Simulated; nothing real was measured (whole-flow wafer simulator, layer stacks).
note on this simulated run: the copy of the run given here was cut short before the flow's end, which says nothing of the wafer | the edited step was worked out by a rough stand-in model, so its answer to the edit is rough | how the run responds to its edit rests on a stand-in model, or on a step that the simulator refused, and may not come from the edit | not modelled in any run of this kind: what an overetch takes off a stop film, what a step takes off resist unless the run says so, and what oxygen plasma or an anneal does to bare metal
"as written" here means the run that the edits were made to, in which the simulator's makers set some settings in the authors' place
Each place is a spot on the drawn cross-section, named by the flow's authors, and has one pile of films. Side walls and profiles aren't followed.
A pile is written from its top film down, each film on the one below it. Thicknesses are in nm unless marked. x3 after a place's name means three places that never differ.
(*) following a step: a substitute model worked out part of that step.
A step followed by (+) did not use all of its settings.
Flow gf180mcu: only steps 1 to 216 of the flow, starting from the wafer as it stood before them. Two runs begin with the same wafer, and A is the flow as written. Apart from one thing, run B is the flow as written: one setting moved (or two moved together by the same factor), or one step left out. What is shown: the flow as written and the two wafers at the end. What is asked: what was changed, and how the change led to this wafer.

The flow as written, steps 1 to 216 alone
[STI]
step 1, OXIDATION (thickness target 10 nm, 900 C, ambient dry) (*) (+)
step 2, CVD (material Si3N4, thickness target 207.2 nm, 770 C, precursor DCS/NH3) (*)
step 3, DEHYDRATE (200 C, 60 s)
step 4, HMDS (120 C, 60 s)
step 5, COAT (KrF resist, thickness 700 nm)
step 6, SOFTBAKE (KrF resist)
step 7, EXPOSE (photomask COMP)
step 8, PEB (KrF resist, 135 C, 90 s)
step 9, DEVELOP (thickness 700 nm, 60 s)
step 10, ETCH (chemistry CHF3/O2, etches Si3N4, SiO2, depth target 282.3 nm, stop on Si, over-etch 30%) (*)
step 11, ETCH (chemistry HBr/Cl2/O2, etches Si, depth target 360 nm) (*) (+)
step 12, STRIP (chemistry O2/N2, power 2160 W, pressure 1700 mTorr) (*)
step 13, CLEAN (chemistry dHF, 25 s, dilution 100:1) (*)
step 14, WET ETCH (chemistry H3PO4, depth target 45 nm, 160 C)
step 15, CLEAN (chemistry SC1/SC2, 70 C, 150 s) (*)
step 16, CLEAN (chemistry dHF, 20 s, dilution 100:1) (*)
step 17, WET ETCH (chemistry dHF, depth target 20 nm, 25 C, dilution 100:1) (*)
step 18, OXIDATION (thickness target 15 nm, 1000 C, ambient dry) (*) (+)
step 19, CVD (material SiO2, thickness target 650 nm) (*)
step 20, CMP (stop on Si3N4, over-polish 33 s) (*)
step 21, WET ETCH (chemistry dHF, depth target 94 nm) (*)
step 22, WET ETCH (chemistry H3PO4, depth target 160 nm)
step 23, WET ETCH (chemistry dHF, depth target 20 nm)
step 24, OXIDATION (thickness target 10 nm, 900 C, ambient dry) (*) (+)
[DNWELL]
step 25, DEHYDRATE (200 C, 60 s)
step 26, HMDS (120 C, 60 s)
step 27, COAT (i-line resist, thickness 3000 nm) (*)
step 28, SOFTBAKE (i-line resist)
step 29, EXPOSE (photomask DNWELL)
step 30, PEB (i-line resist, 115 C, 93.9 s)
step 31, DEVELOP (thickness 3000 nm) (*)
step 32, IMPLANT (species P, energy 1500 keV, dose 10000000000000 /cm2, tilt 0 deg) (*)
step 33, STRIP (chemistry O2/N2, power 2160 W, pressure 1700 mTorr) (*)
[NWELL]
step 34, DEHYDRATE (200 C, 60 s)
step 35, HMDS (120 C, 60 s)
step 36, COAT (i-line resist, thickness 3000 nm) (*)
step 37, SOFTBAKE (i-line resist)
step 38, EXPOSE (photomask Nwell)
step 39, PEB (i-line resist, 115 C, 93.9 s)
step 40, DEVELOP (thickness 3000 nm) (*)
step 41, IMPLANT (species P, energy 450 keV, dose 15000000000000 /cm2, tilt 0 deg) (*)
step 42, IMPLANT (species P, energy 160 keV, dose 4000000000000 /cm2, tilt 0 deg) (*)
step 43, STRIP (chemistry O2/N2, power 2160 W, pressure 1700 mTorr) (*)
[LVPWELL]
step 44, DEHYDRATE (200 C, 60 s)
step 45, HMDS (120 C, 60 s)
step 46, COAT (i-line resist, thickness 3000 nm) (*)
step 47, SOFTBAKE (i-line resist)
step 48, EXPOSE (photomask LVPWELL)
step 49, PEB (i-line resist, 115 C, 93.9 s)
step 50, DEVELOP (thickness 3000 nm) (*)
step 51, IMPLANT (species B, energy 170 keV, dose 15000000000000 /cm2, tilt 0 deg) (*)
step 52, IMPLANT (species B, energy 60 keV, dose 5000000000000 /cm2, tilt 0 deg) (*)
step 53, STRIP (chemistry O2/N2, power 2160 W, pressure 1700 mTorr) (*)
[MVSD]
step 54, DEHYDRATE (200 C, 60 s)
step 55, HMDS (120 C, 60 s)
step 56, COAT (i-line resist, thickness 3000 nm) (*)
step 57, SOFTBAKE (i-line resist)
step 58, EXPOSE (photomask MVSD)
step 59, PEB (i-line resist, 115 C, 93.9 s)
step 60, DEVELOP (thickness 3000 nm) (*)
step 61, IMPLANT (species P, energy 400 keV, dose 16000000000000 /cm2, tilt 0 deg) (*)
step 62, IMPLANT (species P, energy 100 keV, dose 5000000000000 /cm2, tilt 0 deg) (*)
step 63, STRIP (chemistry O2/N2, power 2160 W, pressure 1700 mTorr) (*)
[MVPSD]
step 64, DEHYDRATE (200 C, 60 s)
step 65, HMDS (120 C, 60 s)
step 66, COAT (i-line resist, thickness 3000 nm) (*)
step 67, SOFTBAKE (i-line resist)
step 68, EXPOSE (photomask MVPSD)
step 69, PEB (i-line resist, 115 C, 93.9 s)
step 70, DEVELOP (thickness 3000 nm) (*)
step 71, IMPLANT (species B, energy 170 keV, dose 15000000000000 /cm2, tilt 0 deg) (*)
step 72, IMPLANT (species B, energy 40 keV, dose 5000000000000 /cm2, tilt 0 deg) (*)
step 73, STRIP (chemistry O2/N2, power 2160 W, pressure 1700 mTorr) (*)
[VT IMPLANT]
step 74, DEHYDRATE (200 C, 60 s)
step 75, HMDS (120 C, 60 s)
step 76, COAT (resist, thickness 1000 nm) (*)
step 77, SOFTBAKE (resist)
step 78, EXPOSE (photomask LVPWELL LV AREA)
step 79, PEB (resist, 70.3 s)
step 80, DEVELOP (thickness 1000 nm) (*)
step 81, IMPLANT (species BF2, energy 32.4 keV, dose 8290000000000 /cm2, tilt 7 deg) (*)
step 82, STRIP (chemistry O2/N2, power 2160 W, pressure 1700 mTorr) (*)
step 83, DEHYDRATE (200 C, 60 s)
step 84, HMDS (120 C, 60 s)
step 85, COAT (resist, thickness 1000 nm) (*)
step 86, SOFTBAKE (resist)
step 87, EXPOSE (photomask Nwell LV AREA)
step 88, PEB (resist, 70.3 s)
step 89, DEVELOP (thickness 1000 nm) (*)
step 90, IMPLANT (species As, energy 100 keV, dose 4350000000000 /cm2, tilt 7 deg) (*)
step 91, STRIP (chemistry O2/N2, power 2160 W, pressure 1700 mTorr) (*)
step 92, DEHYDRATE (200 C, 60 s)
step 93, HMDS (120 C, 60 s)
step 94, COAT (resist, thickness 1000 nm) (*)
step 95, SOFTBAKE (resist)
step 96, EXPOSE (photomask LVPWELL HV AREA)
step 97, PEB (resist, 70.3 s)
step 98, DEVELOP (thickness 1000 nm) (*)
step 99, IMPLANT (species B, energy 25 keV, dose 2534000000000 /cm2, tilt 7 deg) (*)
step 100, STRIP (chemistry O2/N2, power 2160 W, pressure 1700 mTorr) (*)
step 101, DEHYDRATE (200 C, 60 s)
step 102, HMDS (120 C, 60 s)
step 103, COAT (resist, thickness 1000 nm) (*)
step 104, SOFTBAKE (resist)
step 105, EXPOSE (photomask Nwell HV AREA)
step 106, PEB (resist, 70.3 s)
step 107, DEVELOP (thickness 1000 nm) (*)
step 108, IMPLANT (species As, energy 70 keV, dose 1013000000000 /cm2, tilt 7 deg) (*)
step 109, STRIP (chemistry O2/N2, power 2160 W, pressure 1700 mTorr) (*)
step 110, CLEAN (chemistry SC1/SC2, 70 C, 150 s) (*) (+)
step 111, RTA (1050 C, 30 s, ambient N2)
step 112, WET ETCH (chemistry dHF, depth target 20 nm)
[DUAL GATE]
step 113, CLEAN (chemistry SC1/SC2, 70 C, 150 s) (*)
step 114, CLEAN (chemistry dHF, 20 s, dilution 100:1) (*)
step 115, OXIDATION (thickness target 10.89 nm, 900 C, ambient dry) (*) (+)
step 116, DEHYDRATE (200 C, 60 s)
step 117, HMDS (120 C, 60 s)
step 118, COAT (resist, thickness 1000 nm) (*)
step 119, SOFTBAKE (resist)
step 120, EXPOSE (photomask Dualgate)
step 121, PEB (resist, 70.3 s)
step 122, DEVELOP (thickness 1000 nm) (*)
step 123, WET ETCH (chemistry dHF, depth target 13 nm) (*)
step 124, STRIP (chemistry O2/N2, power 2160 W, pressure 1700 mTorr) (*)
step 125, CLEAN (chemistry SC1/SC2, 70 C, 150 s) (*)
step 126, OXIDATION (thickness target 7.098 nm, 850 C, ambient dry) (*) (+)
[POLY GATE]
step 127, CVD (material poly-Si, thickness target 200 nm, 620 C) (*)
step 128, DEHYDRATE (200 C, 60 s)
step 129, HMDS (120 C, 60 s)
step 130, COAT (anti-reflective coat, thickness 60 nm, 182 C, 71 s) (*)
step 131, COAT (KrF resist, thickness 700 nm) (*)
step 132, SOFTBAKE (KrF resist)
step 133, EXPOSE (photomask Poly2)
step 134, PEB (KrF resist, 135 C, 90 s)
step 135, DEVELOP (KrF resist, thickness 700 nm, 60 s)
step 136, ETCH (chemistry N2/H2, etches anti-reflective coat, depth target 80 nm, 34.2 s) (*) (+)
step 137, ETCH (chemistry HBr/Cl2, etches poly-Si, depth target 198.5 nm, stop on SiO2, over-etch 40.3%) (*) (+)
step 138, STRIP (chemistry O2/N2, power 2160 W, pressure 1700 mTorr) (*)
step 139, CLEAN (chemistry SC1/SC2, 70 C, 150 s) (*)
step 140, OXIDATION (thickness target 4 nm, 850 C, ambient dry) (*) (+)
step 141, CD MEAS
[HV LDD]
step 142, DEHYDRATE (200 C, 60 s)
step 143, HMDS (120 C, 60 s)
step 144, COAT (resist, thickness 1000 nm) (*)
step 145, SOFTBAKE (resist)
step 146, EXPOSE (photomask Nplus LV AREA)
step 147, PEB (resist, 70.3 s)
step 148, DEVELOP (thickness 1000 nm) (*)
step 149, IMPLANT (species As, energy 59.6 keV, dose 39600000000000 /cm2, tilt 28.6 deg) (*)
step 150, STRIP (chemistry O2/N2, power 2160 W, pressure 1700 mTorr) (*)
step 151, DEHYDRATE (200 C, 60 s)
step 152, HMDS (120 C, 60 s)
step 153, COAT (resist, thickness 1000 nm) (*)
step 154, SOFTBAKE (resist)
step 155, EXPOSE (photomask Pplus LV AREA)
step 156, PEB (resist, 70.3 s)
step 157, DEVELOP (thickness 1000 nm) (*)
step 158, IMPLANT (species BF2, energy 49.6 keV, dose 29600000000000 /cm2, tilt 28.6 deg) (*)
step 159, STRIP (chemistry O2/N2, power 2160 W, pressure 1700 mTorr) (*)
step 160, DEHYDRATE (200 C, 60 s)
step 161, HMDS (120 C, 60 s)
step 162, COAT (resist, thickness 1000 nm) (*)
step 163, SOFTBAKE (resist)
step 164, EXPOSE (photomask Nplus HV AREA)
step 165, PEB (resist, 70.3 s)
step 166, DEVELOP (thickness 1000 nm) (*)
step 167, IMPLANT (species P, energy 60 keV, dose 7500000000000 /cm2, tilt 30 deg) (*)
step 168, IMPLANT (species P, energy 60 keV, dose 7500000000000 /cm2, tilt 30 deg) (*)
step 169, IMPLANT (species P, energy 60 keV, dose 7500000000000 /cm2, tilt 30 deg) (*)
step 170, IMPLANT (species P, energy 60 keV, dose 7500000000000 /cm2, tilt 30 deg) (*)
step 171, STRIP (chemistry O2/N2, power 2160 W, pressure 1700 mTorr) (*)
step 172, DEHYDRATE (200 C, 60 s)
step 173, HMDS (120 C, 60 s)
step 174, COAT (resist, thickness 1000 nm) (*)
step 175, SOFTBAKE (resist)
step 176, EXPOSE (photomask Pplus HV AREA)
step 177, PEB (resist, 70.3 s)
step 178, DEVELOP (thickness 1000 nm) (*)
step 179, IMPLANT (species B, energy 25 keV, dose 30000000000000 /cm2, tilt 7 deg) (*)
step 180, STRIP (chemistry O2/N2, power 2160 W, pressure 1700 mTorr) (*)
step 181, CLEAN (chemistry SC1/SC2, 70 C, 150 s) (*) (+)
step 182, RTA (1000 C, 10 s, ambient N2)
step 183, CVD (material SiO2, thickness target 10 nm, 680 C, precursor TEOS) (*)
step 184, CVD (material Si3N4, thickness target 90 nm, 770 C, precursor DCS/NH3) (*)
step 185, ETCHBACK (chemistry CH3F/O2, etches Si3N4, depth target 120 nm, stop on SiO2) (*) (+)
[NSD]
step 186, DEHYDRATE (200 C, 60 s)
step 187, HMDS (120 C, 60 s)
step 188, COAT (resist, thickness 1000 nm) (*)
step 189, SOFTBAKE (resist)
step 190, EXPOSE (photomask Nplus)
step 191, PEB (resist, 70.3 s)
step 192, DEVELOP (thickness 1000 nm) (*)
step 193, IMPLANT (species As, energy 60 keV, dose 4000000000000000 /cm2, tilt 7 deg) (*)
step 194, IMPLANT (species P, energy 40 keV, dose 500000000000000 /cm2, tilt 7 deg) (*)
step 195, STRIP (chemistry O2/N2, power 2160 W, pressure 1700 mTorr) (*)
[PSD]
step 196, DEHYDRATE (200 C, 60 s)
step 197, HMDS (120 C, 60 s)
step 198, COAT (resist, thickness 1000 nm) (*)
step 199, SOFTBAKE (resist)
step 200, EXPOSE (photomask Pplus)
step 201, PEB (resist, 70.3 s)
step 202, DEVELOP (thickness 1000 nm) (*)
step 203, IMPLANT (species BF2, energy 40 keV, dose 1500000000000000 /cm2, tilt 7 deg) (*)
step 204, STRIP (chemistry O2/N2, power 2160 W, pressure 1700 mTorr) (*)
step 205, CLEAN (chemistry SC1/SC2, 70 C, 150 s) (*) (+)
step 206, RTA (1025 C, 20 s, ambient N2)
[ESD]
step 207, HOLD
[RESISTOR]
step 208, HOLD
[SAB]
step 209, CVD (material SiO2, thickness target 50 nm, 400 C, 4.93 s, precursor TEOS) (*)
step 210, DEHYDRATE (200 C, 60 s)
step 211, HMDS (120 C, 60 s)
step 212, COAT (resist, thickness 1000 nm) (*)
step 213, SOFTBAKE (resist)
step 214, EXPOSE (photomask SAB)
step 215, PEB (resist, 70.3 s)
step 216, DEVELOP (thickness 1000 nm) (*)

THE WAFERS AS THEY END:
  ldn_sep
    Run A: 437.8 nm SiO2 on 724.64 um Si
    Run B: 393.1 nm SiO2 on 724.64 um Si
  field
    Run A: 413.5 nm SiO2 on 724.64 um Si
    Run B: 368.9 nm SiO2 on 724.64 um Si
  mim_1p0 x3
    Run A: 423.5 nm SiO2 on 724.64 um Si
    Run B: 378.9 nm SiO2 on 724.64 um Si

What caused this: step 21, WET ETCH: depth target 139 nm was run, though the flow has depth target 94 nm.

Step by step, how the change led to this:
  step 21, WET ETCH (chemistry dHF, depth target 94 nm) (*)
      active, n_well, p_well and 40 more: A Si3N4 loses 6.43 | B Si3N4 loses 9.47
      field, field_sub, sti and 34 more: A SiO2 loses 94 | B SiO2 loses 139
  step 22, WET ETCH (chemistry H3PO4, depth target 160 nm)
      active, n_well, p_well and 40 more: A Si3N4 loses 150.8 (all of it), SiO2 loses 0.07 | B Si3N4 loses 147.7 (all of it), SiO2 loses 0.1
  step 28, SOFTBAKE (i-line resist)
      field: A i-line resist gains 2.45 | B i-line resist loses 0.78
      field_sub: A i-line resist gains 1.87 | B i-line resist loses 0.62
      (and at 62 other places as well)
  step 37, SOFTBAKE (i-line resist)
      field: A i-line resist gains 2.45 | B i-line resist loses 0.78
      field_sub: A i-line resist gains 1.87 | B i-line resist loses 0.62
      (and at 62 other places as well)
  step 47, SOFTBAKE (i-line resist)
      field: A i-line resist gains 2.45 | B i-line resist loses 0.78
      field_sub: A i-line resist gains 1.87 | B i-line resist loses 0.62
      (and at 62 other places as well)
  step 57, SOFTBAKE (i-line resist)
      field: A i-line resist gains 2.45 | B i-line resist loses 0.78
      field_sub: A i-line resist gains 1.87 | B i-line resist loses 0.62
      (and at 62 other places as well)
  step 67, SOFTBAKE (i-line resist)
      field: A i-line resist gains 2.45 | B i-line resist loses 0.78
      field_sub: A i-line resist gains 1.87 | B i-line resist loses 0.62
      (and at 62 other places as well)
  step 76, COAT (resist, thickness 1000 nm) (*)
      p_well, spacer, sd_n: A resist gains 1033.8 (new film) | B resist gains 990 (new film)
      field__w6: A resist gains 984.3 (new film) | B resist gains 1010 (new film)
      (and at 42 other places as well)
  step 77, SOFTBAKE (resist)
      ldn_dft, ldp_dft: A resist loses 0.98 | B nothing
      field: A resist loses 0.74 | B nothing
      (and at 53 other places as well)
  step 79, PEB (resist, 70.3 s)
      p_well, spacer, sd_n: A resist loses 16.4 | B resist loses 15.7
      pplus_u: A resist loses 16.3 | B resist loses 15.7
      (and at 1 other place as well)
  step 80, DEVELOP (thickness 1000 nm) (*)
      p_well, spacer, sd_n: A resist loses 1017.4 (all of it) | B resist loses 974.3 (all of it)
      active: A resist loses 1004 (all of it) | B resist loses 977.2 (all of it)
      (and at 4 other places as well)
  step 82, STRIP (chemistry O2/N2, power 2160 W, pressure 1700 mTorr) (*)
      field__w6: A resist loses 968.6 (all of it) | B resist loses 994 (all of it)
      field_sub: A resist loses 966.6 (all of it) | B resist loses 989.3 (all of it)
      (and at 37 other places as well)
  step 85, COAT (resist, thickness 1000 nm) (*)
      p_well, spacer, sd_n: A resist gains 1033.8 (new film) | B resist gains 990 (new film)
      field__w6: A resist gains 984.3 (new film) | B resist gains 1010 (new film)
      (and at 42 other places as well)
  step 86, SOFTBAKE (resist)
      ldn_dft, ldp_dft: A resist loses 0.98 | B nothing
      field: A resist loses 0.74 | B nothing
      (and at 53 other places as well)
  step 88, PEB (resist, 70.3 s)
      p_well, spacer, sd_n: A resist loses 16.4 | B resist loses 15.7
      pplus_u: A resist loses 16.3 | B resist loses 15.7
      (and at 1 other place as well)
  step 89, DEVELOP (thickness 1000 nm) (*)
      n_well: A resist loses 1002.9 (all of it) | B resist loses 978.5 (all of it)
      sd_p: A resist loses 1001.9 (all of it) | B resist loses 978.7 (all of it)
      (and at 5 other places as well)
  ... another 55 steps ...
  step 216, DEVELOP (thickness 1000 nm) (*)
      p_well, sd_n: A resist loses 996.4 (all of it) | B resist loses 952 (all of it)
      field__w6: A resist loses 1026.2 (all of it) | B resist loses 1078.4 (all of it)
      (and at 41 other places as well)
